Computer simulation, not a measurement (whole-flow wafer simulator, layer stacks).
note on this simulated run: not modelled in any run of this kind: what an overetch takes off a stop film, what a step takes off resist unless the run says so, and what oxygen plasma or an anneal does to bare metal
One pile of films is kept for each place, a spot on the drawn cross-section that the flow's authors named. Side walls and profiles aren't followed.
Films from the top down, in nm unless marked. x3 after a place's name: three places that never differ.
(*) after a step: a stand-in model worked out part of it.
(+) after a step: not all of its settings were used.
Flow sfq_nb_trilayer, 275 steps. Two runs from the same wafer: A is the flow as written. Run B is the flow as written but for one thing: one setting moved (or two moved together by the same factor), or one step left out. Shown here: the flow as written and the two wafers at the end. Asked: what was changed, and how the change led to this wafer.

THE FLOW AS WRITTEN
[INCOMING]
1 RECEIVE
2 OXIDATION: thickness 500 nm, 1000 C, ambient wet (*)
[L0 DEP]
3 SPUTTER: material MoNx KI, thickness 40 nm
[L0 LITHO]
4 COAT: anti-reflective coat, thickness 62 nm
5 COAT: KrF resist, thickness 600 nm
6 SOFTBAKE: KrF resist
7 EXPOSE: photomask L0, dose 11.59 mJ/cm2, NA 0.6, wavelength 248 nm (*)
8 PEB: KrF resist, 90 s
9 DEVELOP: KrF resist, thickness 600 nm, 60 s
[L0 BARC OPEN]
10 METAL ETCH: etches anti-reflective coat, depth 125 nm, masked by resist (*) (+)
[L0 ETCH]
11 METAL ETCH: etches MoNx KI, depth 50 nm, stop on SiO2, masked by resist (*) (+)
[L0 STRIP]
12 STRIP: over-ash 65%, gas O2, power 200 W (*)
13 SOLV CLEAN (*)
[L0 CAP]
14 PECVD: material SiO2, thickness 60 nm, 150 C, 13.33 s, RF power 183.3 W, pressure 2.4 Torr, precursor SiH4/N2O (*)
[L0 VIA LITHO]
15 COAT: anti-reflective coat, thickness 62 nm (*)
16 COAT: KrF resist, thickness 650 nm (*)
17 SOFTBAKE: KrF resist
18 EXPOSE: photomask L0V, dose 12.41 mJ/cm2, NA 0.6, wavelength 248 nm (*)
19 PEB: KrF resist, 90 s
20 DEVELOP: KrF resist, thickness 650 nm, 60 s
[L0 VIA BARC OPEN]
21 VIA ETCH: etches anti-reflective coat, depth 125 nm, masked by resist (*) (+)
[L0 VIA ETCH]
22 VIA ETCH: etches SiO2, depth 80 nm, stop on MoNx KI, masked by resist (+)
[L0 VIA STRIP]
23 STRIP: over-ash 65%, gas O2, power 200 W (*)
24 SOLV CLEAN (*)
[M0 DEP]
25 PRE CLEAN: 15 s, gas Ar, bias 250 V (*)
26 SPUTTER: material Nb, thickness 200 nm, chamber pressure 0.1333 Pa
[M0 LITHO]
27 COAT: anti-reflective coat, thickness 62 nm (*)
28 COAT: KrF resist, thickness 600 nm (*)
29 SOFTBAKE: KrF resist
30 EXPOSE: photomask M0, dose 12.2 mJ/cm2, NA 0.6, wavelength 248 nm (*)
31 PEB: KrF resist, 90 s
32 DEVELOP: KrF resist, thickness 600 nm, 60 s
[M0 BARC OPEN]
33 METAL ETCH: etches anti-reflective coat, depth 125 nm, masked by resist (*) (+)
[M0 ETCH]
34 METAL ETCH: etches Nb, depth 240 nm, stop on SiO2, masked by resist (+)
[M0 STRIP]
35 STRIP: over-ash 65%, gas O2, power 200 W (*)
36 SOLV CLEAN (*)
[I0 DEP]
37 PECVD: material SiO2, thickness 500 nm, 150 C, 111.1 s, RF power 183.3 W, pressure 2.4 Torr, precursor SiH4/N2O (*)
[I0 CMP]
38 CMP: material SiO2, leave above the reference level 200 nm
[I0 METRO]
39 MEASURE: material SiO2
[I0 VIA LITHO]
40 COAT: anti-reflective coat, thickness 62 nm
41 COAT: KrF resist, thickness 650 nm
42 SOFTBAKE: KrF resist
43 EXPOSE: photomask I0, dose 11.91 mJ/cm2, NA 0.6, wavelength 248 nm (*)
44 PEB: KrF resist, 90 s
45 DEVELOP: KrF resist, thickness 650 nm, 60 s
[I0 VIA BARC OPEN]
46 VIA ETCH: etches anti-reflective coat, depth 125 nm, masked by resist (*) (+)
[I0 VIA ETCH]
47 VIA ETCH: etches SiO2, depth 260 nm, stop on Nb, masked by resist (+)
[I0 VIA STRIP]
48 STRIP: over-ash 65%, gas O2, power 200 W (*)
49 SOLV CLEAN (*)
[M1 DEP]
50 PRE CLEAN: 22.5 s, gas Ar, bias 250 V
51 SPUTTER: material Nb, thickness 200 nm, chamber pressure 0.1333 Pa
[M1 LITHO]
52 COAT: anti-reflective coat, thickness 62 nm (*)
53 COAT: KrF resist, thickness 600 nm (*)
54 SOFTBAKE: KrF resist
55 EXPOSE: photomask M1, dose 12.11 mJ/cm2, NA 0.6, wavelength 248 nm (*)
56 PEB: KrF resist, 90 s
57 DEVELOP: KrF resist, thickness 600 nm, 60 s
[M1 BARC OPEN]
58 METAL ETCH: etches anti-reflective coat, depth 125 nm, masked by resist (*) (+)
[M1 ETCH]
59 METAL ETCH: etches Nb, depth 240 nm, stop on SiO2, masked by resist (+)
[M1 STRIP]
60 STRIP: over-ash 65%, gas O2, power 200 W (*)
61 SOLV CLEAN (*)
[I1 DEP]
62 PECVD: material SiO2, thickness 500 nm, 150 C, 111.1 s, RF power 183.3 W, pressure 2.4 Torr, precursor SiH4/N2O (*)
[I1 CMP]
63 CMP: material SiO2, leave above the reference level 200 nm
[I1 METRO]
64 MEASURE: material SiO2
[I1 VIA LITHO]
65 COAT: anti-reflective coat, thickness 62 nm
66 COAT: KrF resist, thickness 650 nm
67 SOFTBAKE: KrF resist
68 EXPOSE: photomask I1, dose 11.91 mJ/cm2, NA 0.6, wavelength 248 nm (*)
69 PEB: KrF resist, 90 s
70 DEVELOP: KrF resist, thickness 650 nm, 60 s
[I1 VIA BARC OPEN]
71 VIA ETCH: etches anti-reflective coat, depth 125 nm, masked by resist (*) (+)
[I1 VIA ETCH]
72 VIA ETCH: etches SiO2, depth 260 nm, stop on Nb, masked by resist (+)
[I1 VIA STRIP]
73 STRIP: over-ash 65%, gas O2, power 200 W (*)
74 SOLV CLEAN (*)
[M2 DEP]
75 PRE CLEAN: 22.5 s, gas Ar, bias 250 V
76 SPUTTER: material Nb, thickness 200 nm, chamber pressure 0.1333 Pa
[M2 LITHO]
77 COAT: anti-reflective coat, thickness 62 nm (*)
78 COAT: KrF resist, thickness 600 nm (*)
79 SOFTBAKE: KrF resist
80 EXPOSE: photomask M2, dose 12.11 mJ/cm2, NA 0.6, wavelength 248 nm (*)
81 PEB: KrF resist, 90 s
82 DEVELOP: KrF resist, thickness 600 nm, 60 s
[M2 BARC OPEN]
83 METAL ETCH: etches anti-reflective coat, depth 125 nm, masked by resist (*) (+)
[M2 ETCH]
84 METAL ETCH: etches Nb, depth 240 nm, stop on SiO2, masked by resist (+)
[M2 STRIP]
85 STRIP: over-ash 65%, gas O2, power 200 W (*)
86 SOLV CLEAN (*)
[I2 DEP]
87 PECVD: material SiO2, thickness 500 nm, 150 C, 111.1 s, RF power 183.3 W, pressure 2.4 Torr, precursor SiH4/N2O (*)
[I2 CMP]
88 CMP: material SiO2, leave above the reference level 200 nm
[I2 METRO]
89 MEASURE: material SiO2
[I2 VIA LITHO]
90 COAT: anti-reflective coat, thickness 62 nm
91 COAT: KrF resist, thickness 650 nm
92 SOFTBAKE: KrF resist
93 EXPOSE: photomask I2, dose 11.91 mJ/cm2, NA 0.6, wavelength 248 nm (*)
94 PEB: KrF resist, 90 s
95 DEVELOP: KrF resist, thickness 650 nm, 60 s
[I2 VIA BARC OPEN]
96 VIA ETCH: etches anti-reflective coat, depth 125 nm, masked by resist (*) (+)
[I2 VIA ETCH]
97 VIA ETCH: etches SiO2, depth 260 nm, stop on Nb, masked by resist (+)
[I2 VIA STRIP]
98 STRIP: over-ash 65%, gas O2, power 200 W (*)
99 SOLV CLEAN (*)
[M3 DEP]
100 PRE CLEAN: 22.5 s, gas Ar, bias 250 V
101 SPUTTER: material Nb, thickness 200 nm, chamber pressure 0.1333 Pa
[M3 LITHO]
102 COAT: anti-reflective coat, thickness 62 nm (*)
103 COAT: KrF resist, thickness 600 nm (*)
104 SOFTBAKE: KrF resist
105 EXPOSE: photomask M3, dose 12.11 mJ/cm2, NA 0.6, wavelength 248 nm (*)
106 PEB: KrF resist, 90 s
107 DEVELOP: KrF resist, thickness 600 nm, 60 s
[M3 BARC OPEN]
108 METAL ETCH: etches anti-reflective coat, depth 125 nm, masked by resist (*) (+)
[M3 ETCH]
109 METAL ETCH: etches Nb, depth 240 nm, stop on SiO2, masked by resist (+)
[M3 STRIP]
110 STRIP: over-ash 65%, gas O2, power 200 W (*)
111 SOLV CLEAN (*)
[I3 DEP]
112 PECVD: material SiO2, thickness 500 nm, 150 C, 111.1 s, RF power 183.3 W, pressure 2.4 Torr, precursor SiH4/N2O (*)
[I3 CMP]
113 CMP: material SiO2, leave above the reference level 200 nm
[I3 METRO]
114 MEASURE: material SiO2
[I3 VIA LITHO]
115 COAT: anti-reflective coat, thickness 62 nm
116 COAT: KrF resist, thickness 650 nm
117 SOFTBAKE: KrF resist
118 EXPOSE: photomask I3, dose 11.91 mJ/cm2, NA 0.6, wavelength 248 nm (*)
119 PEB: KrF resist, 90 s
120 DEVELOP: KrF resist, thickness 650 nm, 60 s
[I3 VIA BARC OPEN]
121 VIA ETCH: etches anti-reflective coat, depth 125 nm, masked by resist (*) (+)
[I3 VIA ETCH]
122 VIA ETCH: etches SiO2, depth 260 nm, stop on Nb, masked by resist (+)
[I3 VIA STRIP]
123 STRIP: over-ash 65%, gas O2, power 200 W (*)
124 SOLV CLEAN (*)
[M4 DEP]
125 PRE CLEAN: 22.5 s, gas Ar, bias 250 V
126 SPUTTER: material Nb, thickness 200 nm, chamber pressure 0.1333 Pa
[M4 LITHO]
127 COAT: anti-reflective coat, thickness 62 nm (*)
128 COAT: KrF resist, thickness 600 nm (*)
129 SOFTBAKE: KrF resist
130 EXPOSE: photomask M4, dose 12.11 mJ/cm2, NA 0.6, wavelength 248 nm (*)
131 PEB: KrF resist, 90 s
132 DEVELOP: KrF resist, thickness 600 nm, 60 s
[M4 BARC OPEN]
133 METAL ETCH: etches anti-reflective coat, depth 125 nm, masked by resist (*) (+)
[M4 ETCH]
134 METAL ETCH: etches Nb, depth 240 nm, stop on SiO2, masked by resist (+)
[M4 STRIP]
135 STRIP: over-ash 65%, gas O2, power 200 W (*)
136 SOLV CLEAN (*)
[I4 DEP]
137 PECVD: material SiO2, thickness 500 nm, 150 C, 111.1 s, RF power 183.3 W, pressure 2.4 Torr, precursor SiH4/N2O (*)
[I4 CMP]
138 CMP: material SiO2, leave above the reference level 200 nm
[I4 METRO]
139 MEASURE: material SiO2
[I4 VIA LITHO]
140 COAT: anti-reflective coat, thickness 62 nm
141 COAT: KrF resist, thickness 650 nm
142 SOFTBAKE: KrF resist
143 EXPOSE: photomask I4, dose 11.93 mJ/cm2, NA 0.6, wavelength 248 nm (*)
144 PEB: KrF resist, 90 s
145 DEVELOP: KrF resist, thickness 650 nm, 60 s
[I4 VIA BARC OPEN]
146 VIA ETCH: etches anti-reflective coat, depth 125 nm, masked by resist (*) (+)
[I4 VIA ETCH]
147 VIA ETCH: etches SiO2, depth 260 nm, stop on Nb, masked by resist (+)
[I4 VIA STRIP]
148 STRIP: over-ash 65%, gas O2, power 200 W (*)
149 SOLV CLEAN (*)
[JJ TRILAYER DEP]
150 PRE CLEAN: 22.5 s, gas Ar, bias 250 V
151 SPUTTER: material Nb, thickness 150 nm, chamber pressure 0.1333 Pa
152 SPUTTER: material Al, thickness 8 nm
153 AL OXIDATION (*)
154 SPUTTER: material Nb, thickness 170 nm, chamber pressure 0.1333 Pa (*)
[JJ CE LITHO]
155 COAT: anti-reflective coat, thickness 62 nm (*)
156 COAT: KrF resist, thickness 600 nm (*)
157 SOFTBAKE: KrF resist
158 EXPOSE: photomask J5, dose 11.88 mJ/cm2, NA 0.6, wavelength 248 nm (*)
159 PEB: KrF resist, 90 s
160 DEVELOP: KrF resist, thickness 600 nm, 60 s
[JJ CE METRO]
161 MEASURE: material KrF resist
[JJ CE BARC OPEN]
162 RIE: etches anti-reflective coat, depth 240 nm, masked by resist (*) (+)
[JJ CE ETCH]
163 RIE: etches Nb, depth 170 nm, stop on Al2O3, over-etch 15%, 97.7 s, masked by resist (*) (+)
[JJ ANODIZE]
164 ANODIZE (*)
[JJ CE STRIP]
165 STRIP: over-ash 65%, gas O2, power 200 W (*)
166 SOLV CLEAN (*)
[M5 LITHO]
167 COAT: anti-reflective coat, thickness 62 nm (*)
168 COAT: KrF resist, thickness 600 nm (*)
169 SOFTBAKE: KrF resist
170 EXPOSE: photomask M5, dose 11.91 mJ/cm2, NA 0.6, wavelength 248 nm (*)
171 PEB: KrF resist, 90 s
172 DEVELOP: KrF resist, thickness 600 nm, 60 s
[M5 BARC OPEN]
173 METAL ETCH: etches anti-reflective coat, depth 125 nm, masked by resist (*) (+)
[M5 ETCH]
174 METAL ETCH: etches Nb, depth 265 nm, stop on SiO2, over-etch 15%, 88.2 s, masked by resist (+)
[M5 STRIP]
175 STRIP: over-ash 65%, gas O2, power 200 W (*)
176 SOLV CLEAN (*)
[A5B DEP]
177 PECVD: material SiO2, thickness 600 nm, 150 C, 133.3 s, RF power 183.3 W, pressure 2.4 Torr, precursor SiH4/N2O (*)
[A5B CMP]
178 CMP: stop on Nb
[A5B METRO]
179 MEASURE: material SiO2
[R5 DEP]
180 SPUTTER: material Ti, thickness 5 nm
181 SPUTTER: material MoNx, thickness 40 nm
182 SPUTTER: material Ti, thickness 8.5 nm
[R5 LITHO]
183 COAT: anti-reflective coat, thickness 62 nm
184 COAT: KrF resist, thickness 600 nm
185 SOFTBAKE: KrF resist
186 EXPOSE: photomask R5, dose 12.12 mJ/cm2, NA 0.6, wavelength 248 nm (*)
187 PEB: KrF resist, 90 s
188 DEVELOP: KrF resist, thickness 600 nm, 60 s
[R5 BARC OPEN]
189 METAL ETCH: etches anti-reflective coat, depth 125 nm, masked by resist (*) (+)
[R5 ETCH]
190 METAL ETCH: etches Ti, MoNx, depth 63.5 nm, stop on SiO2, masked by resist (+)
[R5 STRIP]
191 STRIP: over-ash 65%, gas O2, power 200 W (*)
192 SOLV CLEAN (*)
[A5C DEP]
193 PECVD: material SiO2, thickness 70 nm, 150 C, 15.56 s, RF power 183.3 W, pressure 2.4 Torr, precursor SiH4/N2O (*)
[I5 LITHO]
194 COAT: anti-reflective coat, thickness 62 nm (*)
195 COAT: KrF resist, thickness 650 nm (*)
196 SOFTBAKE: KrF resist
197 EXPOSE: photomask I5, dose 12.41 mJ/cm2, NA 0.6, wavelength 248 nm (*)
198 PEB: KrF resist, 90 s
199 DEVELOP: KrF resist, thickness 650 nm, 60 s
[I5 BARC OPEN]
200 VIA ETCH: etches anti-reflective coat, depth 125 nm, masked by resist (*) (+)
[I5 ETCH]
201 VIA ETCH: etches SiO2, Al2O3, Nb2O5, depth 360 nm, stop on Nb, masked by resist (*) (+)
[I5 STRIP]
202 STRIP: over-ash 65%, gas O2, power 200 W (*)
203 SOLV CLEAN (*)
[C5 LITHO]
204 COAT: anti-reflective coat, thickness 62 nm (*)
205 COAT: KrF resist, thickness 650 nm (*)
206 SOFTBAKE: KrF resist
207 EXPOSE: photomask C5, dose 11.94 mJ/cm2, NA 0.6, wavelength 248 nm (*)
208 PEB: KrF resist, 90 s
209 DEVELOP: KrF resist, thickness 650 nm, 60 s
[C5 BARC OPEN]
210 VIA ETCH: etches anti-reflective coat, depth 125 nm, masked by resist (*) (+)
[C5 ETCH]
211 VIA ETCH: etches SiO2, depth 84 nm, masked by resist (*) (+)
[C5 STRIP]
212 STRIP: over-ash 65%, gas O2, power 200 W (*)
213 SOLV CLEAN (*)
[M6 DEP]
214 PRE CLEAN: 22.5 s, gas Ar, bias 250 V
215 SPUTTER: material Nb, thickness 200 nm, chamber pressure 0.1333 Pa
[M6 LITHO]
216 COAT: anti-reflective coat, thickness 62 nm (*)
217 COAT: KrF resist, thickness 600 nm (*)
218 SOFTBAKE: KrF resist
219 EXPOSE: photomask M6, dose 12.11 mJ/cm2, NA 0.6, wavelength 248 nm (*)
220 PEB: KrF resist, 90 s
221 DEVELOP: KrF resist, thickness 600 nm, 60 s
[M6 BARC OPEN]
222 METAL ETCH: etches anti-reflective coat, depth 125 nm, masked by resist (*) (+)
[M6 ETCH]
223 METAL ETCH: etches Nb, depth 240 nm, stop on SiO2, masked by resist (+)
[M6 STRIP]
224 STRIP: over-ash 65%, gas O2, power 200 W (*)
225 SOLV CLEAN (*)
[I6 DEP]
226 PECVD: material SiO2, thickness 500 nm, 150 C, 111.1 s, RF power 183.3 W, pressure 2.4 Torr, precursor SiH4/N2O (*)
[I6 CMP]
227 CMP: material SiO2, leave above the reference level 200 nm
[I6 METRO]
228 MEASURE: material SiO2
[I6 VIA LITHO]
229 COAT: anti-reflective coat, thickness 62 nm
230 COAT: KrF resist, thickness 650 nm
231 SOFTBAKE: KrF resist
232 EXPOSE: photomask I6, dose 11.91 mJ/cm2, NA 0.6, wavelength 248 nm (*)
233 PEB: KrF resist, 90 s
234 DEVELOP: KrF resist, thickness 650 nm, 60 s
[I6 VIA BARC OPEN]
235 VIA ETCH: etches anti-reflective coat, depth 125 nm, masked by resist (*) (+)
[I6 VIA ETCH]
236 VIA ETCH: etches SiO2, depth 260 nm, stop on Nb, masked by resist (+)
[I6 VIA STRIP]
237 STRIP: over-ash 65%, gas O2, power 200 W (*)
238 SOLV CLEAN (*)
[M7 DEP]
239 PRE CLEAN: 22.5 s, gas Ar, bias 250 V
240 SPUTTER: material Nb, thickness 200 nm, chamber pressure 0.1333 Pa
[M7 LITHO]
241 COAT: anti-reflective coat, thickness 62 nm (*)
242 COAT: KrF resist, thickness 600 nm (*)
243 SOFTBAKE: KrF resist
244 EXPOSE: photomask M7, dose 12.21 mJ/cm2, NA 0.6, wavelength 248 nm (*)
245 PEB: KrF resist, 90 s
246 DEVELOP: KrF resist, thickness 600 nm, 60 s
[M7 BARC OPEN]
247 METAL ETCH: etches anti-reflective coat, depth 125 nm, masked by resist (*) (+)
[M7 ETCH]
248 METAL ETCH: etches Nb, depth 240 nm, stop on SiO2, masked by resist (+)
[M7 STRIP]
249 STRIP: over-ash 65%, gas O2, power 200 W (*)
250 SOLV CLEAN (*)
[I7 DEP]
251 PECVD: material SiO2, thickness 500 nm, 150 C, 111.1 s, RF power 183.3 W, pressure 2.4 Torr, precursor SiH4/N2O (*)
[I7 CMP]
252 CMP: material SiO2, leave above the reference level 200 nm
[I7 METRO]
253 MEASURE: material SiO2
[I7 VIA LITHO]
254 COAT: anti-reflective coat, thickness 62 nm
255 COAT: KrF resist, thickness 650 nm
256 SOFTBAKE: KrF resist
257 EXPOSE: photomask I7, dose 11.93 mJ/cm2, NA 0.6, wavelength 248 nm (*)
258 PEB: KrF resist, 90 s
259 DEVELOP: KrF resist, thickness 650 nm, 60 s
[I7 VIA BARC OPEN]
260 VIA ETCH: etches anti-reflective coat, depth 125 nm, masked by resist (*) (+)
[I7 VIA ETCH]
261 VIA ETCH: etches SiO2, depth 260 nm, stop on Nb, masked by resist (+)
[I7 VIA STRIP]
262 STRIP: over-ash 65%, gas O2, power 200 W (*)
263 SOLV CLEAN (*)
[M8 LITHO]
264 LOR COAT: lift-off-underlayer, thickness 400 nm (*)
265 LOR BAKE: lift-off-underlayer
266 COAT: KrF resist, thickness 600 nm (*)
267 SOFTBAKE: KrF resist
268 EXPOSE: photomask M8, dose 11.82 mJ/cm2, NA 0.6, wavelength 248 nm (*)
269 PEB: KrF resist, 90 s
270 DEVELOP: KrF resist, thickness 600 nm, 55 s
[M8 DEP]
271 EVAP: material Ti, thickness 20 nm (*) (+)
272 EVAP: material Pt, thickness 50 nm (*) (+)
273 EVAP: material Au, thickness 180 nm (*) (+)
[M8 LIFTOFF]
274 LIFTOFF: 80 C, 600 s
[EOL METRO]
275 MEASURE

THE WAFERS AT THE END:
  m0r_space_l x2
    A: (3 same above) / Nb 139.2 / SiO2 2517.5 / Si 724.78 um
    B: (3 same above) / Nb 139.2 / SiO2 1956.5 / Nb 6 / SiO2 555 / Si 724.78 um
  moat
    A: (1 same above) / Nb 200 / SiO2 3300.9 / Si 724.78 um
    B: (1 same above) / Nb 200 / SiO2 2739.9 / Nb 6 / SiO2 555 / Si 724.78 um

The cause: step 34, METAL ETCH: depth 194 nm was run, where the flow has depth 240 nm.

How the change led to this, step by step:
  34 METAL ETCH: etches Nb, depth 240 nm, stop on SiO2, masked by resist (+)
      moat, m0r_space_l x2: A Nb -200 (all of it) | B Nb -194
      field_l, v_sur, via_wl and 100 more: A KrF resist -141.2 | B KrF resist -114.1
  35 STRIP: over-ash 65%, gas O2, power 200 W (*)
      p4_fl, p4_fm, p4_w1 and 68 more: A KrF resist -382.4 (all of it), anti-reflective coat -62 (all of it) | B KrF resist -409.4 (all of it), anti-reflective coat -62 (all of it)
      c5j, ce_r, sp_r, be_r, r_sur, res: A KrF resist -389 (all of it), anti-reflective coat -63.6 (all of it) | B KrF resist -416.1 (all of it), anti-reflective coat -63.6 (all of it)
      (and at 26 more places)
  37 PECVD: material SiO2, thickness 500 nm, 150 C, 111.1 s, RF power 183.3 W, pressure 2.4 Torr, precursor SiH4/N2O (*)
      moat, m0r_space_l x2: A SiO2 +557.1 | B SiO2 +551.1 (new film)
Counting metal films that touch as one body, m0r_space_l x2 has 2 bodies (between them, from the top down: SiO2 1956.5); the flow as written gives 1 body.
Counting metal films that touch as one body, moat has 2 bodies (between them, from the top down: SiO2 2739.9); the flow as written gives 1 body.
